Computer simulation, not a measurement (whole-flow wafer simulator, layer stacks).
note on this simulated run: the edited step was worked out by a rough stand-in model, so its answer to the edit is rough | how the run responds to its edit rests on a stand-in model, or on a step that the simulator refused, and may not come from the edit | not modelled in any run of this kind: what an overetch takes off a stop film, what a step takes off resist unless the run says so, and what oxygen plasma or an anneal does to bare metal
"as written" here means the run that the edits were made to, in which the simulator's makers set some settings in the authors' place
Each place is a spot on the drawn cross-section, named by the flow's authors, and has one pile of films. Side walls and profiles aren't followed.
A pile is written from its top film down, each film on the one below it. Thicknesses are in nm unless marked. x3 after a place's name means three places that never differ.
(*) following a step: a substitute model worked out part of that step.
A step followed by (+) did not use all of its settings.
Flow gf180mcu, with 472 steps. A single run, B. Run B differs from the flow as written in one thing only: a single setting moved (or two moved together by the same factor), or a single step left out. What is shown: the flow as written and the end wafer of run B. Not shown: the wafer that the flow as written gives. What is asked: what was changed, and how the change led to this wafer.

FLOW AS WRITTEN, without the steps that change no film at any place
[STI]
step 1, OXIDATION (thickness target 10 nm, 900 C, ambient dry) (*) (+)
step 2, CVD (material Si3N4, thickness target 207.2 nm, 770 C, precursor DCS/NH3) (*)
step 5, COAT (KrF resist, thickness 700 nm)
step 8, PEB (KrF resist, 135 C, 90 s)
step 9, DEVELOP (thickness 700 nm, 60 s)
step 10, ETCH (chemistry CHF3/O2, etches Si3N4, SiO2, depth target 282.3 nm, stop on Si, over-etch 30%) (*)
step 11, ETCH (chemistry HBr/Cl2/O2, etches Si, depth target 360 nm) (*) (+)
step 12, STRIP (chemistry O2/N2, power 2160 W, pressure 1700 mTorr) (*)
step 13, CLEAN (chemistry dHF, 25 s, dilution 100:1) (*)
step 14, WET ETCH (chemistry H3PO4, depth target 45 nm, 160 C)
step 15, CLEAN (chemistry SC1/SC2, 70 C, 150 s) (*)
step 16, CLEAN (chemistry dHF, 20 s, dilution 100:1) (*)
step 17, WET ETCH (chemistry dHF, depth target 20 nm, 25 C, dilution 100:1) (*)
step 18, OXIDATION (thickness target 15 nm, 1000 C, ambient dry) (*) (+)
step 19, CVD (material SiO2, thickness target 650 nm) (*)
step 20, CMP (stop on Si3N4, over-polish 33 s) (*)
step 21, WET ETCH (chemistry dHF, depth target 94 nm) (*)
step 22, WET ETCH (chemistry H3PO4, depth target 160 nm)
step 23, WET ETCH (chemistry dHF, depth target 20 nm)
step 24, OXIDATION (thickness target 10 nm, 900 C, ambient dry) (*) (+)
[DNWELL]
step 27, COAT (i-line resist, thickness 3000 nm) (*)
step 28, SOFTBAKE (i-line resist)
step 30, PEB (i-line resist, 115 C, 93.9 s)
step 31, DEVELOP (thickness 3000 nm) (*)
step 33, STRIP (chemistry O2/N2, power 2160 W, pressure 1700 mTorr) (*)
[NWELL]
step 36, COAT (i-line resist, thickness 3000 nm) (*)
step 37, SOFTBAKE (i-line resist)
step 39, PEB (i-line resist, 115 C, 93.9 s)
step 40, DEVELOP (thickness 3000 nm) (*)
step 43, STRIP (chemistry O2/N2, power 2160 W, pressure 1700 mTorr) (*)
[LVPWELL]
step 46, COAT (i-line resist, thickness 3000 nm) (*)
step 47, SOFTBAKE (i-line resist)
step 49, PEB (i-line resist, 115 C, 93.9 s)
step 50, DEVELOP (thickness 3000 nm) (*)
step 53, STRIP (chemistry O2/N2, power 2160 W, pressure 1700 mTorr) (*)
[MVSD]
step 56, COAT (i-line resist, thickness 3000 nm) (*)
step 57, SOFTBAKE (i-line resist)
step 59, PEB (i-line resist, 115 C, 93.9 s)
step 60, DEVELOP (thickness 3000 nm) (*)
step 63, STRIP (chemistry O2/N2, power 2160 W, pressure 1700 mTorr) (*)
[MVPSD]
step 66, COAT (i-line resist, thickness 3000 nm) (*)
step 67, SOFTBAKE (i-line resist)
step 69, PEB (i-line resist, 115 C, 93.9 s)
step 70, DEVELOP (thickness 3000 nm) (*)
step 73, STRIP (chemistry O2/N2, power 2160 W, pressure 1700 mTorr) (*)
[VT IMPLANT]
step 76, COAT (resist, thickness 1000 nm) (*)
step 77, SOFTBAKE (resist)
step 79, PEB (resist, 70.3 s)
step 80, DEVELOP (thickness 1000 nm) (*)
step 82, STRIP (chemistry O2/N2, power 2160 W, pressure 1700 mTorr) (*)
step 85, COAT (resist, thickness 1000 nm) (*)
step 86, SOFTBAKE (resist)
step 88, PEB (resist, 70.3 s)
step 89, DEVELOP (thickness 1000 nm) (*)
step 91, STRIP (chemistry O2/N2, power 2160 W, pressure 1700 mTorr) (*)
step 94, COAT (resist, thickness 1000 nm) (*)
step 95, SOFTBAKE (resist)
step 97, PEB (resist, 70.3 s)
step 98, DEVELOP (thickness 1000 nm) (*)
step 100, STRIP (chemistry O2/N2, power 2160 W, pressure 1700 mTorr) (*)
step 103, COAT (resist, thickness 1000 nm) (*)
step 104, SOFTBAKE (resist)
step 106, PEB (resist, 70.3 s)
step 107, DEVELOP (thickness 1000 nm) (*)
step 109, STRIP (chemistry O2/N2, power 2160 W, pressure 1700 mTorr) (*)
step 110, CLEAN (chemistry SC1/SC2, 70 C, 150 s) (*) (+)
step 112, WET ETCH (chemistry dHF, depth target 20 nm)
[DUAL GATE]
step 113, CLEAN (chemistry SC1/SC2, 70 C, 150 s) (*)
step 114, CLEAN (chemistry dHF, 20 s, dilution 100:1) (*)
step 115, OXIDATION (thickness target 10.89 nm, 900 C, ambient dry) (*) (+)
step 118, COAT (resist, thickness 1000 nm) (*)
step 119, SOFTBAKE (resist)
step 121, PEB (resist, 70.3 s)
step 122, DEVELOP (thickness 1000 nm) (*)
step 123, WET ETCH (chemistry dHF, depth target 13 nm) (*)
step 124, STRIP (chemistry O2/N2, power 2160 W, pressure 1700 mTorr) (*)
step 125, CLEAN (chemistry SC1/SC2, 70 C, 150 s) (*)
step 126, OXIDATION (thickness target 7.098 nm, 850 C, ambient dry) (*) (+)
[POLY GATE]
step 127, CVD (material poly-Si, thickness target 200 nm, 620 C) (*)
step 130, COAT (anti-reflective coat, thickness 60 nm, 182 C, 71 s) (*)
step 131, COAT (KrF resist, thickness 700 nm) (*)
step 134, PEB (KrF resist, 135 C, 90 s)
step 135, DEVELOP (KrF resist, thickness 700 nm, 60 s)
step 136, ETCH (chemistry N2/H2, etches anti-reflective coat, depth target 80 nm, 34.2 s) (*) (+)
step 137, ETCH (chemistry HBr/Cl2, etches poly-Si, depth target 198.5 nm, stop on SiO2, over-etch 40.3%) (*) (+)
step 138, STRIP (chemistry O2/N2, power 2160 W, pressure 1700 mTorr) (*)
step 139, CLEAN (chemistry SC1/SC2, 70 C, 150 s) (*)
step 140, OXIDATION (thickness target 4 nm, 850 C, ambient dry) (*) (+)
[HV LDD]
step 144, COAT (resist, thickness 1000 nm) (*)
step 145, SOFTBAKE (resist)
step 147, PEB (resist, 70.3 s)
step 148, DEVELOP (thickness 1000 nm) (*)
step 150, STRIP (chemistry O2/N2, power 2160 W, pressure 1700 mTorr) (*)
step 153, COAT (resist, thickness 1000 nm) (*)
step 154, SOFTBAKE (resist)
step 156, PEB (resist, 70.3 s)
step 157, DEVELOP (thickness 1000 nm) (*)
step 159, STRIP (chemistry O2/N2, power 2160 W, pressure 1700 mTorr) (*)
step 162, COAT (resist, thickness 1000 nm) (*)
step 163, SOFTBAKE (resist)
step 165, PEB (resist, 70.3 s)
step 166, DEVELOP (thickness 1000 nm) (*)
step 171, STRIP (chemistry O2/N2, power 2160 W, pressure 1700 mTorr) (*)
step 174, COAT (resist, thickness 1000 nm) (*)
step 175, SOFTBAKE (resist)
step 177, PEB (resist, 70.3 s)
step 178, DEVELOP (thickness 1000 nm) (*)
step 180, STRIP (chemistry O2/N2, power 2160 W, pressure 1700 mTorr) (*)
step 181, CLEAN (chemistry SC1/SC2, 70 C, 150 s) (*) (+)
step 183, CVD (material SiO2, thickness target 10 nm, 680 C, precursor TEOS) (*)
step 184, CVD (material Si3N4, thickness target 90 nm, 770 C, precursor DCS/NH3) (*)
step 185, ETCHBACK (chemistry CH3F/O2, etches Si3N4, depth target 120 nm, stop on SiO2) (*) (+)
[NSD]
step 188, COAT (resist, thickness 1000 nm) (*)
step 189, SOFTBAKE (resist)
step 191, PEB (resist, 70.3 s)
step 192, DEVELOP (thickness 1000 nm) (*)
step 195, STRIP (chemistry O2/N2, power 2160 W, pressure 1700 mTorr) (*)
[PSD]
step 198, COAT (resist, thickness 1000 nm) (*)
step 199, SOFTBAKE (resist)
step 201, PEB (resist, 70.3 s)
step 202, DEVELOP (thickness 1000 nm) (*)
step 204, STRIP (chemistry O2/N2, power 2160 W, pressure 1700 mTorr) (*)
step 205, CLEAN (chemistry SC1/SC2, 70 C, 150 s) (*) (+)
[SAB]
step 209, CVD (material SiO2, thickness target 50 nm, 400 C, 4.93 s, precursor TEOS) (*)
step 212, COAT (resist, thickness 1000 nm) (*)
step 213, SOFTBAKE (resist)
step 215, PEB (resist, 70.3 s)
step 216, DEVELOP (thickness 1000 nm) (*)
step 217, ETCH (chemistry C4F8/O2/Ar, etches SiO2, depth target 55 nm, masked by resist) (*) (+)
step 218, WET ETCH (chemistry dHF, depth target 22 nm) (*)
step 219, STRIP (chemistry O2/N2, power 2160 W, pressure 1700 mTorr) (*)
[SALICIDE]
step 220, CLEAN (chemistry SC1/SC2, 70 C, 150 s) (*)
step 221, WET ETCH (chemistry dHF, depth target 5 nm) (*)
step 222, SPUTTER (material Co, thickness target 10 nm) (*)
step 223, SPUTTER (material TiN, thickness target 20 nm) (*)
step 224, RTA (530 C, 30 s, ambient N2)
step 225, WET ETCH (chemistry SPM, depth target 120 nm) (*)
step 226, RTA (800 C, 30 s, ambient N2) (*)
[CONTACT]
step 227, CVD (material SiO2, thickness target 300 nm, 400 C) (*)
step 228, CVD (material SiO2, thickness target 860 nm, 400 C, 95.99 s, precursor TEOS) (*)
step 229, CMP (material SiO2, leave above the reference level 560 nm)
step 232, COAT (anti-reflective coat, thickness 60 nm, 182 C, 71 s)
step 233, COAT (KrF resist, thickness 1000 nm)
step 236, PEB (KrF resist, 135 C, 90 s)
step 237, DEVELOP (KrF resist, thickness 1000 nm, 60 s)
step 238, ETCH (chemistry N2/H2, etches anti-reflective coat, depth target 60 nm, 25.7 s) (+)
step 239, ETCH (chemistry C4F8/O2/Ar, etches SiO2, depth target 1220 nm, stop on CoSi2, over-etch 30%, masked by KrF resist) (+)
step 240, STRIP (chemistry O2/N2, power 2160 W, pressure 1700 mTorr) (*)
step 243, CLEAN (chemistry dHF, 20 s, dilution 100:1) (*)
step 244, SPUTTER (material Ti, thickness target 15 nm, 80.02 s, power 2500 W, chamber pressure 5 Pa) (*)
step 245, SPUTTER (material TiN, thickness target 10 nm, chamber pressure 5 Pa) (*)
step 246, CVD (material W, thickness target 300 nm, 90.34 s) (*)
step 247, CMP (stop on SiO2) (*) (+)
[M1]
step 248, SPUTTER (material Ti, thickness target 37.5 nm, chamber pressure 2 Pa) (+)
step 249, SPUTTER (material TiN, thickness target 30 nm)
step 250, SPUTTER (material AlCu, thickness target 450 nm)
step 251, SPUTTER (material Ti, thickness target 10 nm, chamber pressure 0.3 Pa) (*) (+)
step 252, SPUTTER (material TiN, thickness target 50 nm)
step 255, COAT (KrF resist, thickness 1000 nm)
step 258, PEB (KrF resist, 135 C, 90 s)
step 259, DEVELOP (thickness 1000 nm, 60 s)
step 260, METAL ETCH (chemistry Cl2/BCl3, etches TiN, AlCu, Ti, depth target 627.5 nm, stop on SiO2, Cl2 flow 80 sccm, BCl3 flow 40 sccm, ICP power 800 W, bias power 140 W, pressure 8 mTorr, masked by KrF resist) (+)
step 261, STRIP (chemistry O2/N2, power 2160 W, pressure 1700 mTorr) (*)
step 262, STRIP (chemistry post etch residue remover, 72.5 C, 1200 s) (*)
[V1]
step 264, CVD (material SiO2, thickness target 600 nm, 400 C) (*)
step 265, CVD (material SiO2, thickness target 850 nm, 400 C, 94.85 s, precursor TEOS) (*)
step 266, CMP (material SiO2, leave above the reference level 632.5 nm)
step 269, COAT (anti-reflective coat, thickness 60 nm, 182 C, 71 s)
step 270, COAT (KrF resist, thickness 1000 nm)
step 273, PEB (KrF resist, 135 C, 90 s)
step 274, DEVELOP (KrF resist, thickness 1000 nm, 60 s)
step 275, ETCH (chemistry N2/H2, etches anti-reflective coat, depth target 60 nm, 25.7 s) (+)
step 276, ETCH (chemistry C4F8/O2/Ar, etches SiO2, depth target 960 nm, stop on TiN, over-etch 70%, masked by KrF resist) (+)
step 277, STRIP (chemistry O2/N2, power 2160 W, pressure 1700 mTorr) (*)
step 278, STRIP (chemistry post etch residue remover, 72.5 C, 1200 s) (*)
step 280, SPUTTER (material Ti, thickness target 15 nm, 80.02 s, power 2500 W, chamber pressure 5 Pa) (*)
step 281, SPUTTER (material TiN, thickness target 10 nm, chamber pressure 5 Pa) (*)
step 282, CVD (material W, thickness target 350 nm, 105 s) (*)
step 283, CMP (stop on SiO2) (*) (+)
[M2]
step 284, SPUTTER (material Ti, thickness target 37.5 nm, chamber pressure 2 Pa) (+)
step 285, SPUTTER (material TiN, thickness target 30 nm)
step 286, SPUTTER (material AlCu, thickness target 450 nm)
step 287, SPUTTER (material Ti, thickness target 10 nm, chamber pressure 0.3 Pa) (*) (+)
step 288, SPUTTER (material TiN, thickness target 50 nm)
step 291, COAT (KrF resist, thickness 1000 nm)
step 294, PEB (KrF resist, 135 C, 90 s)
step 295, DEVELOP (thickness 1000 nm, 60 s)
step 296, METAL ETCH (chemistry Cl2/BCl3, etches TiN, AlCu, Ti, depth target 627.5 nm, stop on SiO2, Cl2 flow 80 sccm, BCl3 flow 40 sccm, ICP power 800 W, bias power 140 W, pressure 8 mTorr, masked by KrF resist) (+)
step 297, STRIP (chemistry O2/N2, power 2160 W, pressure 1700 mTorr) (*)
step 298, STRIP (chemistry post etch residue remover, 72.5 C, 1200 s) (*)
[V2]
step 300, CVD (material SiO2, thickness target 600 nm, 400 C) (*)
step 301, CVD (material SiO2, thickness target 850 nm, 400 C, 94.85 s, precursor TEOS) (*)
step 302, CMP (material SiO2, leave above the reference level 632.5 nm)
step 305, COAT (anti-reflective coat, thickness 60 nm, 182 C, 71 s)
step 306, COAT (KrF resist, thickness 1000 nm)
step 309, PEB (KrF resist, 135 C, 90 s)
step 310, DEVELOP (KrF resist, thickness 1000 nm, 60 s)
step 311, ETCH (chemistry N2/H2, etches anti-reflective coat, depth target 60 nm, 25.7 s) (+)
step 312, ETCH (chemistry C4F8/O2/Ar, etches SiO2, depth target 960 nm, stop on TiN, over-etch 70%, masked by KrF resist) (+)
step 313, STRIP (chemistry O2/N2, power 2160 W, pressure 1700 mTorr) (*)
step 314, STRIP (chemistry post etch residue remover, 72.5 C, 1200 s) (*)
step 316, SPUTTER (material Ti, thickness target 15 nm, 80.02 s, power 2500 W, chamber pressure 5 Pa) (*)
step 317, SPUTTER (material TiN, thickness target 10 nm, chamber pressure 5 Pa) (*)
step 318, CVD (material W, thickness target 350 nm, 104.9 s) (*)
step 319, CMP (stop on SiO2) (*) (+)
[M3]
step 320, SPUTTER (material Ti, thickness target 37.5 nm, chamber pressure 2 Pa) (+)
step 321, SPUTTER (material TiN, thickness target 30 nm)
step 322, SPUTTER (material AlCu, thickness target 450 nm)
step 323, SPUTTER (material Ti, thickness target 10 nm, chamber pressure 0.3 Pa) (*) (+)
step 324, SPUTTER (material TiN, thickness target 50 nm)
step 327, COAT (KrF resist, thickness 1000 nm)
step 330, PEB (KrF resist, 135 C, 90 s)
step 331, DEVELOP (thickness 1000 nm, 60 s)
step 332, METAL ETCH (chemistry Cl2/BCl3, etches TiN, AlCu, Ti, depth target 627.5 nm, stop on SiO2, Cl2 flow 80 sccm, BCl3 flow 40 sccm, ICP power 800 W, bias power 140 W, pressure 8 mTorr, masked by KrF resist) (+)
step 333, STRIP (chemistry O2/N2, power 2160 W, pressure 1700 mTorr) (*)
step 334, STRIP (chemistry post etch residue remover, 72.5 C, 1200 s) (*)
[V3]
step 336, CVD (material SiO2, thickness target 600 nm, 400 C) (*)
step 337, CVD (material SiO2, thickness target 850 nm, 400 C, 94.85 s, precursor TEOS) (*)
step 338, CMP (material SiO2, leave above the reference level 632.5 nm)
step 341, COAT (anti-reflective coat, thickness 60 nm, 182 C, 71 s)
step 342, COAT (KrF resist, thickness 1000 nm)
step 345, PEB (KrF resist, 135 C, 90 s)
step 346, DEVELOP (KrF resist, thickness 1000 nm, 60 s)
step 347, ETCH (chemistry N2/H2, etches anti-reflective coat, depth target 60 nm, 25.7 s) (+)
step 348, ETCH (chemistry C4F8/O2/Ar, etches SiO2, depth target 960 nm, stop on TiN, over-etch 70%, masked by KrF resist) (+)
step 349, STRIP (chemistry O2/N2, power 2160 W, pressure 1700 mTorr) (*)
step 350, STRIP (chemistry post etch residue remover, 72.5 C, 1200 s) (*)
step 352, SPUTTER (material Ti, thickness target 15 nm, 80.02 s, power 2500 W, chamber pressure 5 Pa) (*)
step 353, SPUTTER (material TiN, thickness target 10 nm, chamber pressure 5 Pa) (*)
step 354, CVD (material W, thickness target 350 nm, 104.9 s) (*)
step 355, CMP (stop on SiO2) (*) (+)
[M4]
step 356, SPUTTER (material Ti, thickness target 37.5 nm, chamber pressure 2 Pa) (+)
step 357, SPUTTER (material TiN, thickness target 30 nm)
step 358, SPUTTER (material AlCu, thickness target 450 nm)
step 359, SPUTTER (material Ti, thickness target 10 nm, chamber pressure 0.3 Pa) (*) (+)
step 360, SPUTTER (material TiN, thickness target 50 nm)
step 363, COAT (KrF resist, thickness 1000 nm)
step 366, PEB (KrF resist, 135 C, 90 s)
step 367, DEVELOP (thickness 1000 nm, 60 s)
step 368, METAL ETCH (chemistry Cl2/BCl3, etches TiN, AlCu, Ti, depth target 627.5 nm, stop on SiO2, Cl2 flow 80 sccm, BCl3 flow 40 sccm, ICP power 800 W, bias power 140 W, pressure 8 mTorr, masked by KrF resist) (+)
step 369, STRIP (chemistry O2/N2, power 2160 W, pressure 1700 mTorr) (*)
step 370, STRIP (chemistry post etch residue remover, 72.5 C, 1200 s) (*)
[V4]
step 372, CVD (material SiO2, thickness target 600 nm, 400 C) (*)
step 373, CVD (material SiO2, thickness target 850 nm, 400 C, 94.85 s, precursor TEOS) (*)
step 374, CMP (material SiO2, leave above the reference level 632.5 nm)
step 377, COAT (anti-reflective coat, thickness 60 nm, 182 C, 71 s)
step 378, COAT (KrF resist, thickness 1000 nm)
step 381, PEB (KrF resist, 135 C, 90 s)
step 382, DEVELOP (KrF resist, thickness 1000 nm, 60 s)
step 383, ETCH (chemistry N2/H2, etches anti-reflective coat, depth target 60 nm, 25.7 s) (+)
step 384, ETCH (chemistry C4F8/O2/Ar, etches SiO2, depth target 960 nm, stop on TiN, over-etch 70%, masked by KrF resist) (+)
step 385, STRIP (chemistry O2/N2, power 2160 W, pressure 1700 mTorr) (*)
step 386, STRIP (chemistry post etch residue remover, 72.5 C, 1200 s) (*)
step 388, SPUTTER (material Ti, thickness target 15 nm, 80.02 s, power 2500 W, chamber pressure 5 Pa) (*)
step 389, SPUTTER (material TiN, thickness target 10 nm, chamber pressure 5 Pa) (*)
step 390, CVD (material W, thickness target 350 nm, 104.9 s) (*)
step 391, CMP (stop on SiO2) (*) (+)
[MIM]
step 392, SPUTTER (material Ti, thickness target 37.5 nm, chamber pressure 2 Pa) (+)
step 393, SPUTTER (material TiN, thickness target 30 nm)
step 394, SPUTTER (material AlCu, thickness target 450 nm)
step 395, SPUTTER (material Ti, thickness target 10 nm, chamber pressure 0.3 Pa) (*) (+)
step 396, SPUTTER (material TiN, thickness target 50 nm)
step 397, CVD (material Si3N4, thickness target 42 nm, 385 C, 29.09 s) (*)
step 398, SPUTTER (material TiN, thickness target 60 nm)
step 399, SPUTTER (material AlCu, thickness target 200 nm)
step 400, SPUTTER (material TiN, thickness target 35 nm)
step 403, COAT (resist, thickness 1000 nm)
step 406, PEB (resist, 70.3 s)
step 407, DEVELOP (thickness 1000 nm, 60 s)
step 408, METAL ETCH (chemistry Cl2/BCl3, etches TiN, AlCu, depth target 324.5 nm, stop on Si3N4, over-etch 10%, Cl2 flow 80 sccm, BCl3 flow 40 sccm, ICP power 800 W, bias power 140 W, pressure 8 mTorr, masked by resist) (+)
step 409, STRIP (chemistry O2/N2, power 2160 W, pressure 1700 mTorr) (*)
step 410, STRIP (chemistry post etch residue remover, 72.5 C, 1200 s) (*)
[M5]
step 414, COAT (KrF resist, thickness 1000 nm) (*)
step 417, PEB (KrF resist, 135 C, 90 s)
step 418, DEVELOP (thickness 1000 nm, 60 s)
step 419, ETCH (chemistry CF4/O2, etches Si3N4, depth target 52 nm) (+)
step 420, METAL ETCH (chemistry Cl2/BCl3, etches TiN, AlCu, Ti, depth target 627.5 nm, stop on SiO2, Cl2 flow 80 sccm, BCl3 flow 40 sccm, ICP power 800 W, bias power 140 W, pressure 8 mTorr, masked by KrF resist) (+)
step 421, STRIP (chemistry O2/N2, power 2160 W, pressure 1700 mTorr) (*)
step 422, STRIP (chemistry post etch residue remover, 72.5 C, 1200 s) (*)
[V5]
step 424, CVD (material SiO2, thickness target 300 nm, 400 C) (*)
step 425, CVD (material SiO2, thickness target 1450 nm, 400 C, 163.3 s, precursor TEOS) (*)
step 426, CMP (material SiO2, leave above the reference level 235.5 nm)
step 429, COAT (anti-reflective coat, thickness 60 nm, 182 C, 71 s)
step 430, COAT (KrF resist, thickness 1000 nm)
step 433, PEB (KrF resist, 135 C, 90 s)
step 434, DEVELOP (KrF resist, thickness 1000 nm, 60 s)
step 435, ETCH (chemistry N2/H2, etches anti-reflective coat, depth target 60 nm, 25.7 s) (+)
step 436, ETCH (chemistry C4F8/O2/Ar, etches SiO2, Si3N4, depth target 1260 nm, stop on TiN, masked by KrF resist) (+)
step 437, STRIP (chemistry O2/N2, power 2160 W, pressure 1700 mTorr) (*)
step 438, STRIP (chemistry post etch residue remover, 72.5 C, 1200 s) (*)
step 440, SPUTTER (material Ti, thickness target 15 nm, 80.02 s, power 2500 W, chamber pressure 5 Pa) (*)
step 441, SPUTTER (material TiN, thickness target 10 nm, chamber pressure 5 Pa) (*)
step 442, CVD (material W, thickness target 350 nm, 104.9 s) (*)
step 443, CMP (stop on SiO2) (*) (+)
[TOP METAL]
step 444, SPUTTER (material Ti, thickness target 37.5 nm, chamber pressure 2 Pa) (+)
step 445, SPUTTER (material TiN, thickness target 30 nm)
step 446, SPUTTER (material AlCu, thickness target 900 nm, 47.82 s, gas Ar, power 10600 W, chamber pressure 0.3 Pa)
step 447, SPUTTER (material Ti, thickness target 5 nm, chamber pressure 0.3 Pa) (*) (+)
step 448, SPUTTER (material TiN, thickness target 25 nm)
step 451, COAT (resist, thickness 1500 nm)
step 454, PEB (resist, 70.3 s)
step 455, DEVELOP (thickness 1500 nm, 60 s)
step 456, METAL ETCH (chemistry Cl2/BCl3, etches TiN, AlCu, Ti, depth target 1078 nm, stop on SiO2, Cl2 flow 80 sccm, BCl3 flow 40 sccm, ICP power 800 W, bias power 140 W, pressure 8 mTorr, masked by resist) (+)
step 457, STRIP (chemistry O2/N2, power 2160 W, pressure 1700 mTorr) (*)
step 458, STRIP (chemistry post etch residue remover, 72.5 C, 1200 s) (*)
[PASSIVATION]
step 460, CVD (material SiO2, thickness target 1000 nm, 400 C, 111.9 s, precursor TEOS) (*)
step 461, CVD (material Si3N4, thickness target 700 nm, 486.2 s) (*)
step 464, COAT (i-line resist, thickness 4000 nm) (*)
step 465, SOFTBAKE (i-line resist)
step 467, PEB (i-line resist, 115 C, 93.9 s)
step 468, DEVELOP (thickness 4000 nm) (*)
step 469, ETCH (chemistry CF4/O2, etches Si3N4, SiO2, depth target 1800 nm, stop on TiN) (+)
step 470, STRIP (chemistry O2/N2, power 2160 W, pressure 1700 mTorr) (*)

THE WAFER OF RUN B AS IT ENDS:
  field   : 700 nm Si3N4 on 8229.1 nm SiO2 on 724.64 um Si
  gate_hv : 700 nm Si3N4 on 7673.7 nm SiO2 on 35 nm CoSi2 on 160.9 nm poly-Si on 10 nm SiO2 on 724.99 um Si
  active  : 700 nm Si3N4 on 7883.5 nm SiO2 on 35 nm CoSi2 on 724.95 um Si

The reason: step 115, OXIDATION: thickness target 5.988 nm was run, though the flow has thickness target 10.89 nm.

How this came from the change, step by step:
  step 115, OXIDATION (thickness target 10.89 nm, 900 C, ambient dry) (*) (+)
      active, n_well, p_well and 40 more: +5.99 SiO2 (new film), -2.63 Si (in the flow as written it would be: +10.9 SiO2 (new film), -4.79 Si)
      sti, mim_1p0, pad and 21 more: +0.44 SiO2, -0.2 Si (in the flow as written it would be: +1.22 SiO2, -0.54 Si)
      (and at 25 other places as well)
  step 123, WET ETCH (chemistry dHF, depth target 13 nm) (*)
      active, n_well, p_well and 12 more: -5.99 SiO2 (all of it) (in the flow as written it would be: -10.9 SiO2 (all of it))
  step 126, OXIDATION (thickness target 7.098 nm, 850 C, ambient dry) (*) (+)
      gate_hv, active_hv, active_nat and 25 more: +4.39 SiO2, -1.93 Si (in the flow as written it would be: +3.72 SiO2, -1.64 Si)
  step 130, COAT (anti-reflective coat, thickness 60 nm, 182 C, 71 s) (*)
      p_well, spacer, sd_n: +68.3 anti-reflective coat (new film) (in the flow as written it would be: +70.9 anti-reflective coat (new film))
      active: +64.2 anti-reflective coat (new film) (in the flow as written it would be: +65.7 anti-reflective coat (new film))
      (and at 10 other places as well)
  step 136, ETCH (chemistry N2/H2, etches anti-reflective coat, depth target 80 nm, 34.2 s) (*) (+)
      p_well, spacer, sd_n: -68.3 anti-reflective coat (all of it), -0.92 poly-Si (in the flow as written it would be: -70.9 anti-reflective coat (all of it), -0.85 poly-Si)
      active: -64.2 anti-reflective coat (all of it), -1.02 poly-Si (in the flow as written it would be: -65.7 anti-reflective coat (all of it), -0.98 poly-Si)
      (and at 8 other places as well)
  step 138, STRIP (chemistry O2/N2, power 2160 W, pressure 1700 mTorr) (*)
      gate: +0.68 chemical SiO2 (new film), -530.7 KrF resist (all of it), -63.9 anti-reflective coat (all of it), -0.3 poly-Si (in the flow as written it would be: +0.68 chemical SiO2 (new film), -531.7 KrF resist (all of it), -65.5 anti-reflective coat (all of it), -0.3 poly-Si)
      ld_fp_p: +0.68 chemical SiO2 (new film), -526.4 KrF resist (all of it), -46.7 anti-reflective coat (all of it), -0.3 poly-Si (in the flow as written it would be: +0.68 chemical SiO2 (new film), -526.2 KrF resist (all of it), -47.8 anti-reflective coat (all of it), -0.3 poly-Si)
  step 145, SOFTBAKE (resist)
      active_nat: +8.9 resist (in the flow as written it would be: +4.68 resist)
  step 154, SOFTBAKE (resist)
      active_nat: +8.9 resist (in the flow as written it would be: +4.68 resist)
  step 163, SOFTBAKE (resist)
      active_nat: +8.9 resist (in the flow as written it would be: +4.68 resist)
  step 175, SOFTBAKE (resist)
      active_nat: +8.9 resist (in the flow as written it would be: +4.68 resist)
  step 189, SOFTBAKE (resist)
      active_hv: -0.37 resist (in the flow as written it would be: +2.68 resist)
  step 199, SOFTBAKE (resist)
      active_hv: -0.37 resist (in the flow as written it would be: +2.68 resist)
  step 218, WET ETCH (chemistry dHF, depth target 22 nm) (*)
      ldn_tap, ldn_src, ldn_drn, ldp_tap, ldp_src, ldp_drn, ldp_gr: -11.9 SiO2 (all of it) (in the flow as written it would be: -16 SiO2 (all of it))
      ld_drn_n, ld_sd_p: -10.7 SiO2 (all of it) (in the flow as written it would be: -14.8 SiO2 (all of it))
      (and at 5 other places as well)
  step 223, SPUTTER (material TiN, thickness target 20 nm) (*)
      field__w12: +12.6 TiN (new film) (in the flow as written it would be: +12 TiN (new film))
  step 225, WET ETCH (chemistry SPM, depth target 120 nm) (*)
      field__w12: -12.6 TiN (all of it), -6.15 Co (all of it) (in the flow as written it would be: -12 TiN (all of it), -6.15 Co (all of it))
